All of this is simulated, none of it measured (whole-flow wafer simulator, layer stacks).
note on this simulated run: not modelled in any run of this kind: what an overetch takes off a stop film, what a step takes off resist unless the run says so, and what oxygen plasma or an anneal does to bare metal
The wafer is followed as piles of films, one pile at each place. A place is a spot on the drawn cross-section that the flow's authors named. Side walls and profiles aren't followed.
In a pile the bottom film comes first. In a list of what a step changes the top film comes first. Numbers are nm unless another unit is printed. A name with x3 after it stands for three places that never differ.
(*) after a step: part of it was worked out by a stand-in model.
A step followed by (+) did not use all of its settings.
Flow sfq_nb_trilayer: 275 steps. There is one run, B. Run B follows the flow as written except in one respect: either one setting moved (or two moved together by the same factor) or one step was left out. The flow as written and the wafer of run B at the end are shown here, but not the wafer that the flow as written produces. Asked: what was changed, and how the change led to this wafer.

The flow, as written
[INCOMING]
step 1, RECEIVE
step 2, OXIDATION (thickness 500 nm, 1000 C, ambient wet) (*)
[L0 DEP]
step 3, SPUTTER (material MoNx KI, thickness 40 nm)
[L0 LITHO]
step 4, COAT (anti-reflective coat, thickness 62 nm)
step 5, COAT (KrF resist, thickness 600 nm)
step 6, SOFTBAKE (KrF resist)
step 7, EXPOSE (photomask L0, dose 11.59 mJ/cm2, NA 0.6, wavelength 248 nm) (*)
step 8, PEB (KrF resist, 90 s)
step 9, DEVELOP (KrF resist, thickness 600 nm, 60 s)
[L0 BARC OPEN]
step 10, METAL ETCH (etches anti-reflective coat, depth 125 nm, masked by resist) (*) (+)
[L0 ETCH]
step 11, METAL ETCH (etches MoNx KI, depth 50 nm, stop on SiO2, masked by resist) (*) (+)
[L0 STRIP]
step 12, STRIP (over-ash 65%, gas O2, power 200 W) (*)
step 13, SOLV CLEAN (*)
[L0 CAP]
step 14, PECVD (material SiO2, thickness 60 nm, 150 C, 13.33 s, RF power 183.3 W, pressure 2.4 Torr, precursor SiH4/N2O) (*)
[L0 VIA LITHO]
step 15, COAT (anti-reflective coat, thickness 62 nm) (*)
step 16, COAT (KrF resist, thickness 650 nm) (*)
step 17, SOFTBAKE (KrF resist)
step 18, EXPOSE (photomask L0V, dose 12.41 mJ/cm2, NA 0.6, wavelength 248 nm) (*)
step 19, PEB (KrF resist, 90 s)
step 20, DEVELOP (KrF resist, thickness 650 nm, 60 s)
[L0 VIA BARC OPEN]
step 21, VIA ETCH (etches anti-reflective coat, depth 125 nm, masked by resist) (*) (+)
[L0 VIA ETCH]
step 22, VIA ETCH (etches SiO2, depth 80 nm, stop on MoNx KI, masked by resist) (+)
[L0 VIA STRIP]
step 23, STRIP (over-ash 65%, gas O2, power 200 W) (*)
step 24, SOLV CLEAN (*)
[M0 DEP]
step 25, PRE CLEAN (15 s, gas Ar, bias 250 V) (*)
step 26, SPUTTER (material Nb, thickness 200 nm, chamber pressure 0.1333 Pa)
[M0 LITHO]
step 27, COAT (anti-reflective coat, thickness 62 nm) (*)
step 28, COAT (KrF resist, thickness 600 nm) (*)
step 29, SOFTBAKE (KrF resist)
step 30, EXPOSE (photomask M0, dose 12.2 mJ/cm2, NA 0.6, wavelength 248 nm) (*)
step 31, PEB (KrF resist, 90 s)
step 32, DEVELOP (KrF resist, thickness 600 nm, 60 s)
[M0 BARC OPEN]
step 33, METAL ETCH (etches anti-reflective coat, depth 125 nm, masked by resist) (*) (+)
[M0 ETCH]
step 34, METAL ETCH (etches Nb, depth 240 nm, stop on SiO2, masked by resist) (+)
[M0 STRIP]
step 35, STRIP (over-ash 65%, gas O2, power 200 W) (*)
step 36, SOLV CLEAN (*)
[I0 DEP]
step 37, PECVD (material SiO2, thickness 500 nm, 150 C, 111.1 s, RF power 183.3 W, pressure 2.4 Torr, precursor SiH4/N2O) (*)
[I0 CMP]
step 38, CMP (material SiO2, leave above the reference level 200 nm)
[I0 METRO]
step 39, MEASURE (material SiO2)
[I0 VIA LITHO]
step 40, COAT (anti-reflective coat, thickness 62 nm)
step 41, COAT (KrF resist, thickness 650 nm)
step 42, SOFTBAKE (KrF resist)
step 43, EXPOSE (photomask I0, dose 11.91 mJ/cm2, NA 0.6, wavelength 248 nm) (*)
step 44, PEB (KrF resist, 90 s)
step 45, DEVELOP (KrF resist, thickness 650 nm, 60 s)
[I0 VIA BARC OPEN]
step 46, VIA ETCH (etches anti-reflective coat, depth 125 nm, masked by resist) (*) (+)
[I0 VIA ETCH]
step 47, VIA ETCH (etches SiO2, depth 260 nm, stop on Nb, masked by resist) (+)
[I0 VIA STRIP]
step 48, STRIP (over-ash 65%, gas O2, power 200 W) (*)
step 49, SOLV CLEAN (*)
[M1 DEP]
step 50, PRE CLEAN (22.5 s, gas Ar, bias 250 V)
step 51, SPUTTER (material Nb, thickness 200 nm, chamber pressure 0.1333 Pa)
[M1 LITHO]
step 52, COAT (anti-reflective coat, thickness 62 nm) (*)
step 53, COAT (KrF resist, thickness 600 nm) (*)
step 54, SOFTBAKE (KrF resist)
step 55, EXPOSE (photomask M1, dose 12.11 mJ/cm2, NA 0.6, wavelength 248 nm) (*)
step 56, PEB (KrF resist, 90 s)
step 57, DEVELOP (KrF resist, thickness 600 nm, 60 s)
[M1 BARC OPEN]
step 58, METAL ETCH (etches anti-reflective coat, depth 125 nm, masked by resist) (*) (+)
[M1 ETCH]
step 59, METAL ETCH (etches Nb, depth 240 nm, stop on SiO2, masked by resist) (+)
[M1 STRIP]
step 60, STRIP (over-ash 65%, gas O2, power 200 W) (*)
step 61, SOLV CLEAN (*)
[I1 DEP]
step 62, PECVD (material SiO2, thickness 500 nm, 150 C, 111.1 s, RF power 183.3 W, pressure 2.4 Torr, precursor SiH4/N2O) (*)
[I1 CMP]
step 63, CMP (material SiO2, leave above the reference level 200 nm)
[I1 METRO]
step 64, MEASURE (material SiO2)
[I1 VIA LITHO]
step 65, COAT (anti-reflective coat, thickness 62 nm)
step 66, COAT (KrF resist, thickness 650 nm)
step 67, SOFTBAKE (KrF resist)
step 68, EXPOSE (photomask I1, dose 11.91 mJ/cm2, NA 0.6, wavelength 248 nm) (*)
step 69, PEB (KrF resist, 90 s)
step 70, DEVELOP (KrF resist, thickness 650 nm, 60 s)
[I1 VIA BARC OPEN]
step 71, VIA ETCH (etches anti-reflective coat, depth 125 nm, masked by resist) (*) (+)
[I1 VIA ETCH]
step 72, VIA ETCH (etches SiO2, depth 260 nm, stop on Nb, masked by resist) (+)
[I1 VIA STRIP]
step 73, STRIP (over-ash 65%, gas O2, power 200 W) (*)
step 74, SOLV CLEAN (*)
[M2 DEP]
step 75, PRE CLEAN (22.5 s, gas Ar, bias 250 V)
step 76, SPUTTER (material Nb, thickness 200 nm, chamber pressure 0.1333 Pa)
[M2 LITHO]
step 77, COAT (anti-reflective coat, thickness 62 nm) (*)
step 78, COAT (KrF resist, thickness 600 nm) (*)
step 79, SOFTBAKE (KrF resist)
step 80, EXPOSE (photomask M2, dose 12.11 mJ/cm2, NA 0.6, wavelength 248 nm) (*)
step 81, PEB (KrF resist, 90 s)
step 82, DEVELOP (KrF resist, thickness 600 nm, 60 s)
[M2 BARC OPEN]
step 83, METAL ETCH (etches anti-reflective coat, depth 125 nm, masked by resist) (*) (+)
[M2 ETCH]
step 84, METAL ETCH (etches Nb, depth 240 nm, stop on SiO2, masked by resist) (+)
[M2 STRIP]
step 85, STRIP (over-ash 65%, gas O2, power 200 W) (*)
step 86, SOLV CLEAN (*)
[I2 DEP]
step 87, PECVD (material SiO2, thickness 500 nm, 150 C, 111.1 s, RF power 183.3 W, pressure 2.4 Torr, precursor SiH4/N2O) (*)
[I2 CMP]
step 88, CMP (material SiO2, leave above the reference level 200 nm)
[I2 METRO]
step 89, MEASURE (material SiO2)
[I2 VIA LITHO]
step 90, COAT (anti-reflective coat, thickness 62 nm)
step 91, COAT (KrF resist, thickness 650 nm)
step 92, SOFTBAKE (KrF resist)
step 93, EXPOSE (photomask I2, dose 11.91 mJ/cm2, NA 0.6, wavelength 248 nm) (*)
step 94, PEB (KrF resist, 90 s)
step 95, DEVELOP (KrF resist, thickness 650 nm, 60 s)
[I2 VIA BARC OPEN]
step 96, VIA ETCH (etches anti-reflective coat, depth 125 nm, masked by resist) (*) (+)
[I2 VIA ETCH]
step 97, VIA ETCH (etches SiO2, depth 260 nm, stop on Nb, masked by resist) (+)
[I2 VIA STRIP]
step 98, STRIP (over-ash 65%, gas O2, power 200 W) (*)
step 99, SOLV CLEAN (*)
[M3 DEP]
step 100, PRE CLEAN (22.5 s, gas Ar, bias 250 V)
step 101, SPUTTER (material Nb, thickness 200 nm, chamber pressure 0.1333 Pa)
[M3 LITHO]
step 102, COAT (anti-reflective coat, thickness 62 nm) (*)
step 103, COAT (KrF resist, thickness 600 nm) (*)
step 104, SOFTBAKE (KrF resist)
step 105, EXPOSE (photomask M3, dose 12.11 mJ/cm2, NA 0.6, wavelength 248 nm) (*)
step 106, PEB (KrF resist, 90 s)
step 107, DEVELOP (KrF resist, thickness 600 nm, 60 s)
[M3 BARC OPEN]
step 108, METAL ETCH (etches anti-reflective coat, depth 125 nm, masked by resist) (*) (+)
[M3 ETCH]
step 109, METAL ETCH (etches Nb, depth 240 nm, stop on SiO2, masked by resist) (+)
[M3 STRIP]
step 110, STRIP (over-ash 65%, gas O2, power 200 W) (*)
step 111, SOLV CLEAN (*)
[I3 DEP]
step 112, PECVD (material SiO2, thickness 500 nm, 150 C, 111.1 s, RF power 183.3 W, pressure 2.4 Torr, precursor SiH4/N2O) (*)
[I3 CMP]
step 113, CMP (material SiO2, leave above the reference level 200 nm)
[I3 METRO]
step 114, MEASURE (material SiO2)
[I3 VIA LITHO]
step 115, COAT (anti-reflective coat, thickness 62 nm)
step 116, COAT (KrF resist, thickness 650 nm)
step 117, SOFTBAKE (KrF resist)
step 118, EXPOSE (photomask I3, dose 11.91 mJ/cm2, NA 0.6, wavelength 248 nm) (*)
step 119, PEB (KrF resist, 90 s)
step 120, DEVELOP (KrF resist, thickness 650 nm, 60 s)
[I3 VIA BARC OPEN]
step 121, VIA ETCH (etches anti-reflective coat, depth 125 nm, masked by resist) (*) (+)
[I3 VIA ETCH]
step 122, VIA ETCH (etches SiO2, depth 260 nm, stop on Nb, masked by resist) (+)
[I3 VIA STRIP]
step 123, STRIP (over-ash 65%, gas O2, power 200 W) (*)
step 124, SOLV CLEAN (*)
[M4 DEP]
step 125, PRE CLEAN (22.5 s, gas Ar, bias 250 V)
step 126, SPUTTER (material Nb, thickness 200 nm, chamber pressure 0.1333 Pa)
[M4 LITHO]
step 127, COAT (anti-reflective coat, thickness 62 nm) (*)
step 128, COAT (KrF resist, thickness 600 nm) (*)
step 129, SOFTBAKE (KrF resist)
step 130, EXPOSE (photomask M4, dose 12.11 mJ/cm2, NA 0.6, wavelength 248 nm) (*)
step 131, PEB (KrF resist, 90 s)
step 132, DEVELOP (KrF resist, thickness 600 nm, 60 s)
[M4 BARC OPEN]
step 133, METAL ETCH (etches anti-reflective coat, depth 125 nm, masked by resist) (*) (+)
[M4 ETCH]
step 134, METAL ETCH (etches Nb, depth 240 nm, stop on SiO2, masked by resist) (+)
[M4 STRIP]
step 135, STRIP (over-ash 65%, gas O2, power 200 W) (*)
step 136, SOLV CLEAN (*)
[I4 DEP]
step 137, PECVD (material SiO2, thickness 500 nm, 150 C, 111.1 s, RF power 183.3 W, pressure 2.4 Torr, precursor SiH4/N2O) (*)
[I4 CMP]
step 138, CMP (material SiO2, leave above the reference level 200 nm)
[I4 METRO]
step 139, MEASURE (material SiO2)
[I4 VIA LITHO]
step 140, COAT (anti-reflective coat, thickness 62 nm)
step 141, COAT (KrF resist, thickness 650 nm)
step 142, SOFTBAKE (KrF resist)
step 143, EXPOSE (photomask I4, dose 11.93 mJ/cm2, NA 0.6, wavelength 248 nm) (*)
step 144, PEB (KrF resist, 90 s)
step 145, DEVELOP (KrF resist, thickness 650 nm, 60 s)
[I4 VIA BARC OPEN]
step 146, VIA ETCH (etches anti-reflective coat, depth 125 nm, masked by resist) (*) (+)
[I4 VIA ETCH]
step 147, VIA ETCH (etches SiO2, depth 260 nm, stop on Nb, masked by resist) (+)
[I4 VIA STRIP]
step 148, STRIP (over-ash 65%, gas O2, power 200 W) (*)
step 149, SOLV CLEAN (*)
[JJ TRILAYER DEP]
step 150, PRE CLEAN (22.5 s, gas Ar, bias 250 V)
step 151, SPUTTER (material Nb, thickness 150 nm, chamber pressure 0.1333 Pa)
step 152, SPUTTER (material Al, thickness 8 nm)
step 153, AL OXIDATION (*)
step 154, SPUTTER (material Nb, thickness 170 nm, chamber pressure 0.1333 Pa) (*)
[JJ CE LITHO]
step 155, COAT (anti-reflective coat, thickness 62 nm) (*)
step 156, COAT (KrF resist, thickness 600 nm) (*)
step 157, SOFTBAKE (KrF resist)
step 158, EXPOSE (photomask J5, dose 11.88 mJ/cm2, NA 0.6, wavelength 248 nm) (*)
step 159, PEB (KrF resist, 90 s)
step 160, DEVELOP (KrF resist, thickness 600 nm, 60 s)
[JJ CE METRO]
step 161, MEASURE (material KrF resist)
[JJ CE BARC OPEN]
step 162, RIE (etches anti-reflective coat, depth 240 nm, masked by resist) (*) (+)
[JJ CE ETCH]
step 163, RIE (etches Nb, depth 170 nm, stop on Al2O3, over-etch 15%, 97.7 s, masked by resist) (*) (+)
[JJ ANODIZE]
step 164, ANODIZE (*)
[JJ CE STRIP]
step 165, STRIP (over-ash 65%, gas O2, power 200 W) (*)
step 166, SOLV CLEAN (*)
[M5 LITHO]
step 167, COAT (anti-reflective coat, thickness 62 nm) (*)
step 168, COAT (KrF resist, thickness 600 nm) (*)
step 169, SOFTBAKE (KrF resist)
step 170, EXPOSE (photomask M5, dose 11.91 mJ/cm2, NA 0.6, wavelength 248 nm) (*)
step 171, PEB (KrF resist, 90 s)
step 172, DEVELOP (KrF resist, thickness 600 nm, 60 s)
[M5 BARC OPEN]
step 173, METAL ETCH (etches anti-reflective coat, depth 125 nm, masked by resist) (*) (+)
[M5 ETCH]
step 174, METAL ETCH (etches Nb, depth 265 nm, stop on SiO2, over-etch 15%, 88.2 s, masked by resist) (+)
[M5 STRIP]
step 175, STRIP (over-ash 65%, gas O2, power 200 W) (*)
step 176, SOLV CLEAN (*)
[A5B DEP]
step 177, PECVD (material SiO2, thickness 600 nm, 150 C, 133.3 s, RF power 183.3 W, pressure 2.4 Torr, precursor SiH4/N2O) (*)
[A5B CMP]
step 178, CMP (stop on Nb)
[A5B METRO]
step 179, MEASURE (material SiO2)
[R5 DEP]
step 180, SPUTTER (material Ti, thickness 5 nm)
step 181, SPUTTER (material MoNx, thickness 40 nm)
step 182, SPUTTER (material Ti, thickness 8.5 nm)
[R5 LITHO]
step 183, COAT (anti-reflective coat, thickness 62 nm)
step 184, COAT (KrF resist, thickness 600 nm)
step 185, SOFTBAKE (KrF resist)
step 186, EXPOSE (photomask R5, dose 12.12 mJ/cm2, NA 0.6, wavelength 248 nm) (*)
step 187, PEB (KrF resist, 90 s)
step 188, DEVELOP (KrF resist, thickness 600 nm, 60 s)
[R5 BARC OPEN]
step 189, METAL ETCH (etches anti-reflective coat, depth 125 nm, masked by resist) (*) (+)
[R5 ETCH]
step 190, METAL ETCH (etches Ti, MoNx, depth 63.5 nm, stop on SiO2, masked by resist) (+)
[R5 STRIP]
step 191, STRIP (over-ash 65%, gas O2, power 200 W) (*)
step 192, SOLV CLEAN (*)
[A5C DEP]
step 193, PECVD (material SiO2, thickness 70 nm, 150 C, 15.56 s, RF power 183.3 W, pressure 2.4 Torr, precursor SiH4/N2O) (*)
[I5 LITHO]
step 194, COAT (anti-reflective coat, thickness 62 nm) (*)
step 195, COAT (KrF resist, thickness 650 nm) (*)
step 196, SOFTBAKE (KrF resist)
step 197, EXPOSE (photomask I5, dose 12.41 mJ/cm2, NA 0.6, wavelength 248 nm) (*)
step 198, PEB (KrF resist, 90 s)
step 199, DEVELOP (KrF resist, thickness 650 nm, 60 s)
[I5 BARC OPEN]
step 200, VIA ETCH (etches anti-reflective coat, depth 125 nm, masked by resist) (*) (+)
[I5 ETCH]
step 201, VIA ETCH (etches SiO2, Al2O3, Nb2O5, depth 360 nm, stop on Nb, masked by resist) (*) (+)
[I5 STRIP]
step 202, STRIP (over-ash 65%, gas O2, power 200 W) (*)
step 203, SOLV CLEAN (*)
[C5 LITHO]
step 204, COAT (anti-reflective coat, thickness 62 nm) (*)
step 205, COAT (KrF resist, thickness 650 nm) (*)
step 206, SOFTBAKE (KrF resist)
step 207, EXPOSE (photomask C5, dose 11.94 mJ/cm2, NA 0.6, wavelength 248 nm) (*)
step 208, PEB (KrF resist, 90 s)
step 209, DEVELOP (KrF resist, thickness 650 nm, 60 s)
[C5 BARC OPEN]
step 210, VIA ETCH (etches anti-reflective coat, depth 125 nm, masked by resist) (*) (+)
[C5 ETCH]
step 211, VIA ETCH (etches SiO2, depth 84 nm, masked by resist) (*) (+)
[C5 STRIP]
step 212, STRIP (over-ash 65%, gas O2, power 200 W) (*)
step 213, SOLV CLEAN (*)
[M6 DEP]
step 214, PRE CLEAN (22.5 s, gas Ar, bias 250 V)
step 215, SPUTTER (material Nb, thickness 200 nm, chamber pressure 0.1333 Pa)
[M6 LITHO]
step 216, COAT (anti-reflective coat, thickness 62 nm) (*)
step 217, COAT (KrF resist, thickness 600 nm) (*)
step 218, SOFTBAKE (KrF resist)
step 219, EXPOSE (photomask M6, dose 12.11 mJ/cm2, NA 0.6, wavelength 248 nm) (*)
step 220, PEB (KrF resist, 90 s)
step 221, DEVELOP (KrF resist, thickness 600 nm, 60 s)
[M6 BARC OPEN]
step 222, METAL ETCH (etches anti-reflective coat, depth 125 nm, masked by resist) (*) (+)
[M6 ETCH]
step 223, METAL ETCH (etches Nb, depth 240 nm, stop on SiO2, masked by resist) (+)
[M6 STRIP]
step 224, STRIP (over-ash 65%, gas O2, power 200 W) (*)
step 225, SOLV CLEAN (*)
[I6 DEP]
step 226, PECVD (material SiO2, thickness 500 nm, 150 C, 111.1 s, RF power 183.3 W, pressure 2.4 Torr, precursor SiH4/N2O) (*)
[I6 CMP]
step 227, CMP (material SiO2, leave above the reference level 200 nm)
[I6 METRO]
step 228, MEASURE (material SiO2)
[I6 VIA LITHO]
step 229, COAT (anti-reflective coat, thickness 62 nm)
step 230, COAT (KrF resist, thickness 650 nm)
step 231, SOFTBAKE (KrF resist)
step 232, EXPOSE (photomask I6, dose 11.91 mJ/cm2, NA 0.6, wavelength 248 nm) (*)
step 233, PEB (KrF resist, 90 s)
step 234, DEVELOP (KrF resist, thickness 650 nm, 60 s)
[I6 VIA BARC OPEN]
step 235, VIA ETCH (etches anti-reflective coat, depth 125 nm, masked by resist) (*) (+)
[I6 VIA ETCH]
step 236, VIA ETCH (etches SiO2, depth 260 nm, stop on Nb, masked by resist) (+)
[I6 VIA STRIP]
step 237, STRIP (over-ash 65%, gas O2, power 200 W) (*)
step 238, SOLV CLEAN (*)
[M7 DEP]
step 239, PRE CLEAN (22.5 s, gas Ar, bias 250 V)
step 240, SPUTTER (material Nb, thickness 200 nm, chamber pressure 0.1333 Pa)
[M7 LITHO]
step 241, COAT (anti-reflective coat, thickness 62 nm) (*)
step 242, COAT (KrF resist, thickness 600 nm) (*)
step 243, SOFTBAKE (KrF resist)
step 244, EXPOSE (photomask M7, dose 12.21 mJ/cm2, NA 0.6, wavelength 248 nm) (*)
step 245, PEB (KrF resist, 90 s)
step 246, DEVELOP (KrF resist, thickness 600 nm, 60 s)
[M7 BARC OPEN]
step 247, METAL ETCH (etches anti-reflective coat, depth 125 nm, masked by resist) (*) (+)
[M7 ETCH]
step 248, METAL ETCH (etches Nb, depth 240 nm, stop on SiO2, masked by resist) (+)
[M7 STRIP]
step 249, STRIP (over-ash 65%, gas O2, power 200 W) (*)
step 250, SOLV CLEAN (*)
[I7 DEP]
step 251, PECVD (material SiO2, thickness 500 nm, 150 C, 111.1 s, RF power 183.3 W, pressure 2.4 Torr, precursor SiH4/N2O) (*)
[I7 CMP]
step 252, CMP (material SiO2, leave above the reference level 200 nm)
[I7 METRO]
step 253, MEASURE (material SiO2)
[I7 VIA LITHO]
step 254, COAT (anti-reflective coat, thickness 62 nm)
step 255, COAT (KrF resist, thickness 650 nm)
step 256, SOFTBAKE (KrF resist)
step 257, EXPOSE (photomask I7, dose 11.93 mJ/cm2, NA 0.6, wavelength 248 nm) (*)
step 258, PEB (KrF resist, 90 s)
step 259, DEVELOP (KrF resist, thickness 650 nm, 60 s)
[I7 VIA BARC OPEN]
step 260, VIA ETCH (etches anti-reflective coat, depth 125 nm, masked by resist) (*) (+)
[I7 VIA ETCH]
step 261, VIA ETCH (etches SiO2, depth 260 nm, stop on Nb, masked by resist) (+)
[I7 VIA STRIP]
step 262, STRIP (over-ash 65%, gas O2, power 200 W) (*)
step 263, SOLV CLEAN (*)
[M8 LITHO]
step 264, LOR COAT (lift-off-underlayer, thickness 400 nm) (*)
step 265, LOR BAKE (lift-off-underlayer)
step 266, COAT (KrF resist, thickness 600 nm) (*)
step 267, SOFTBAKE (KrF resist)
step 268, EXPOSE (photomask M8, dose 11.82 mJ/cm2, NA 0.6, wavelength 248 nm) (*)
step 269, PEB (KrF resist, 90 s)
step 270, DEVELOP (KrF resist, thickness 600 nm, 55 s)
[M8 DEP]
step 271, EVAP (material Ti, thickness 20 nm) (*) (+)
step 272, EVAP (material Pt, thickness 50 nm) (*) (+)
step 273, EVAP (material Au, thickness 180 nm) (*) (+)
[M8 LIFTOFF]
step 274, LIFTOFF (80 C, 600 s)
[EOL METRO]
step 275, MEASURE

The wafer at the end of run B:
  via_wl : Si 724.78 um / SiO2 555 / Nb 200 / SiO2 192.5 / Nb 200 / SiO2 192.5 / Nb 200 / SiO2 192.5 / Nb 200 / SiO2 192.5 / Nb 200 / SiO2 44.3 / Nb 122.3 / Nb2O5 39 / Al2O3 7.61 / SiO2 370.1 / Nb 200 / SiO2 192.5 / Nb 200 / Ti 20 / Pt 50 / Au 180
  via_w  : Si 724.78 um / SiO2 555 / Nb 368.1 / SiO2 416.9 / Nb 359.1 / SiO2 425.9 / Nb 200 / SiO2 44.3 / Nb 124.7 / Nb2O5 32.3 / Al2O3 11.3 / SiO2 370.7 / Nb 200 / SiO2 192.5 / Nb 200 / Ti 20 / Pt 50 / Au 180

What caused this: step 147, VIA ETCH: depth 148 nm was run, whereas the flow has depth 260 nm.

The path from the change to this, step by step:
  step 147, VIA ETCH (etches SiO2, depth 260 nm, stop on Nb, masked by resist) (+)
      via_wl, via_w, via_wr: -148 SiO2 (as written it would have been: -199.8 SiO2 (all of it))
      field_l, v_sur, via_sp and 100 more: -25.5 KrF resist (as written it would have been: -44.8 KrF resist)
  step 148, STRIP (over-ash 65%, gas O2, power 200 W) (*)
      field_l, v_sur, via_sp and 100 more: -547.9 KrF resist (all of it), -62 anti-reflective coat (all of it) (as written it would have been: -528.6 KrF resist (all of it), -62 anti-reflective coat (all of it))
  step 150, PRE CLEAN (22.5 s, gas Ar, bias 250 V)
      via_wl, via_w, via_wr: -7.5 SiO2 (as written it would have been: -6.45 Nb)
  step 151, SPUTTER (material Nb, thickness 150 nm, chamber pressure 0.1333 Pa)
      via_wl, via_w, via_wr: +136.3 Nb (new film) (as written it would have been: +130.4 Nb)
  step 154, SPUTTER (material Nb, thickness 170 nm, chamber pressure 0.1333 Pa) (*)
      via_wl, via_wr: +149.5 Nb (new film) (as written it would have been: +140.7 Nb (new film))
      via_w: +149.9 Nb (new film) (as written it would have been: +141 Nb (new film))
  step 155, COAT (anti-reflective coat, thickness 62 nm) (*)
      via_wl, via_wr: +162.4 anti-reflective coat (new film) (as written it would have been: +209.4 anti-reflective coat (new film))
      v_sur: +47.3 anti-reflective coat (new film) (as written it would have been: +45.1 anti-reflective coat (new film))
      (as well as at 2 more places)
  step 156, COAT (KrF resist, thickness 600 nm) (*)
      via_w: +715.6 KrF resist (new film) (as written it would have been: +763.8 KrF resist (new film))
  step 160, DEVELOP (KrF resist, thickness 600 nm, 60 s)
      via_w: -714.1 KrF resist (all of it) (as written it would have been: -762.1 KrF resist (all of it))
  step 162, RIE (etches anti-reflective coat, depth 240 nm, masked by resist) (*) (+)
      ce_l, c5j, ce_r, wl_jj: -162.4 KrF resist (as written it would have been: -209.4 KrF resist)
      via_wl, via_wr: -162.4 anti-reflective coat (all of it) (as written it would have been: -209.4 anti-reflective coat (all of it))
      (as well as at 3 more places)
  step 163, RIE (etches Nb, depth 170 nm, stop on Al2O3, over-etch 15%, 97.7 s, masked by resist) (*) (+)
      via_wl, via_wr: -149.5 Nb (all of it), -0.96 Al2O3 (all of it) (as written it would have been: -140.7 Nb (all of it), -0.96 Al2O3 (all of it))
      via_w: -149.9 Nb (all of it), -0.96 Al2O3 (all of it) (as written it would have been: -141 Nb (all of it), -0.96 Al2O3 (all of it))
  step 164, ANODIZE (*)
      via_w: +11.3 Al2O3 (new film), +32.3 Nb2O5 (new film), -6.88 Al (all of it), -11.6 Nb (as written it would have been: +10.8 Al2O3 (new film), +33.3 Nb2O5 (new film), -6.54 Al (all of it), -12 Nb)
  step 165, STRIP (over-ash 65%, gas O2, power 200 W) (*)
      ce_l: -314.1 KrF resist (all of it), -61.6 anti-reflective coat (all of it) (as written it would have been: -266.8 KrF resist (all of it), -61.4 anti-reflective coat (all of it))
      c5j: -314.1 KrF resist (all of it), -61.6 anti-reflective coat (all of it) (as written it would have been: -266.9 KrF resist (all of it), -61.5 anti-reflective coat (all of it))
      (as well as at 2 more places)
  step 167, COAT (anti-reflective coat, thickness 62 nm) (*)
      v_sur: +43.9 anti-reflective coat (new film) (as written it would have been: +44.9 anti-reflective coat (new film))
      via_wl: +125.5 anti-reflective coat (new film) (as written it would have been: +170.5 anti-reflective coat (new film))
      (as well as at 2 more places)
  step 168, COAT (KrF resist, thickness 600 nm) (*)
      via_w: +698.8 KrF resist (new film) (as written it would have been: +732.6 KrF resist (new film))
  step 175, STRIP (over-ash 65%, gas O2, power 200 W) (*)
      v_sur: -357.9 KrF resist (all of it), -43.9 anti-reflective coat (all of it) (as written it would have been: -349.2 KrF resist (all of it), -44.9 anti-reflective coat (all of it))
      via_wl: -426.4 KrF resist (all of it), -125.5 anti-reflective coat (all of it) (as written it would have been: -427 KrF resist (all of it), -170.5 anti-reflective coat (all of it))
      (as well as at 2 more places)
  step 178, CMP (stop on Nb)
      via_wl, via_wr: -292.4 SiO2 (as written it would have been: -235.7 SiO2)
      via_w: -291.8 SiO2 (as written it would have been: -235.2 SiO2)
Taking metal films that touch as one body, via_wl has 8 bodies (between them, from the top down: SiO2 192.5; SiO2 370.1 / Al2O3 7.61 / Nb2O5 39; SiO2 44.3; SiO2 192.5; SiO2 192.5; SiO2 192.5; SiO2 192.5); the flow as written gives 7 bodies (between them, from the top down: SiO2 192.5; SiO2 426.8 / Al2O3 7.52 / Nb2O5 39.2; SiO2 192.5; SiO2 192.5; SiO2 192.5; SiO2 192.5).
Taking metal films that touch as one body, via_w has 6 bodies (between them, from the top down: SiO2 192.5; SiO2 370.7 / Al2O3 11.3 / Nb2O5 32.3; SiO2 44.3; SiO2 425.9; SiO2 416.9); the flow as written gives 5 bodies (between them, from the top down: SiO2 192.5; SiO2 427.3 / Al2O3 10.8 / Nb2O5 33.3; SiO2 425.9; SiO2 416.9).
